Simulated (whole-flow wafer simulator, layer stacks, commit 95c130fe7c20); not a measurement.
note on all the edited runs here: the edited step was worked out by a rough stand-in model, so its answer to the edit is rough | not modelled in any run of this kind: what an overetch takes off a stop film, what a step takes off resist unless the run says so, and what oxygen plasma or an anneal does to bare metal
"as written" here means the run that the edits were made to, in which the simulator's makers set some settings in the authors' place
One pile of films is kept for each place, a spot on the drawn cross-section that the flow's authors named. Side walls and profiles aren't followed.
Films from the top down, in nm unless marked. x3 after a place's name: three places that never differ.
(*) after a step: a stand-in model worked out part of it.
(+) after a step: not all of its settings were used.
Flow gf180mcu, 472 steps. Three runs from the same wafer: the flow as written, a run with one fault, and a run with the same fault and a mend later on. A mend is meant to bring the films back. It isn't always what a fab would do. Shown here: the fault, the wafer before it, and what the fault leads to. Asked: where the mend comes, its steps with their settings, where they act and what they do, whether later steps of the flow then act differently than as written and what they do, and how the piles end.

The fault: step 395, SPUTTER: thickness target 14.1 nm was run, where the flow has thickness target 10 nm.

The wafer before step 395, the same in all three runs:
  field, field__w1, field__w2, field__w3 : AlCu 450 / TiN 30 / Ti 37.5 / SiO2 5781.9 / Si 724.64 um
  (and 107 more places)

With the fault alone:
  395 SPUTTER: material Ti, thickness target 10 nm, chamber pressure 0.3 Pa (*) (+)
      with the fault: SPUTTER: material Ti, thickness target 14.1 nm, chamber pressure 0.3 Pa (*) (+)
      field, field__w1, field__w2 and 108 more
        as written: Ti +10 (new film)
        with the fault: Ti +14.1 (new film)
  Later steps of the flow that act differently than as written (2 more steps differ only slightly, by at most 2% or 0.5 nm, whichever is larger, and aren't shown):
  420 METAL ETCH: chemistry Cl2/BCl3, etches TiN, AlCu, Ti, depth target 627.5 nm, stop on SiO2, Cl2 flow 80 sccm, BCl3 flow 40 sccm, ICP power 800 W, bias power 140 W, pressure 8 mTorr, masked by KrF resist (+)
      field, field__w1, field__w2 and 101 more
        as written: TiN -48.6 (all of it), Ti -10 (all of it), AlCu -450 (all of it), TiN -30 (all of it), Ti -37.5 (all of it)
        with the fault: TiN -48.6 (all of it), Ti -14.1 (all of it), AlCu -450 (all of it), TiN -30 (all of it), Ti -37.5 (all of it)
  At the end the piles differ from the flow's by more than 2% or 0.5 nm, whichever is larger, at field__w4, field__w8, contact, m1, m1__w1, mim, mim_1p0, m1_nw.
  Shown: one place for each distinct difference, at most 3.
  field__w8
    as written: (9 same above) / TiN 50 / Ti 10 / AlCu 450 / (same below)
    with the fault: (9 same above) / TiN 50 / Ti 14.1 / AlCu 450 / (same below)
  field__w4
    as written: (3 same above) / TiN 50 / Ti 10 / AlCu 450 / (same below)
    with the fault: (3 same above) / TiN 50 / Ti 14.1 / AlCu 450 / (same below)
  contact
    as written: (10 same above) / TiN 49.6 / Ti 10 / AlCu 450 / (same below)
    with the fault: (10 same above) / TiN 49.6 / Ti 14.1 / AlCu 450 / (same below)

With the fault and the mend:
  The mend comes after step 395.
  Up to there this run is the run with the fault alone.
  395a METAL ETCH: chemistry Cl2/BCl3, etches TiN, AlCu, Ti, depth target 4.1 nm, Cl2 flow 80 sccm, BCl3 flow 40 sccm, ICP power 800 W, bias power 140 W, pressure 8 mTorr (the flow's step 260 once more, with other settings)
      field, field__w1, field__w2 and 108 more
        Ti -4.1
  No later step of the flow acts differently than as written at any place that is followed.
  At the end the piles are the same as the flow's at every place that both follow.
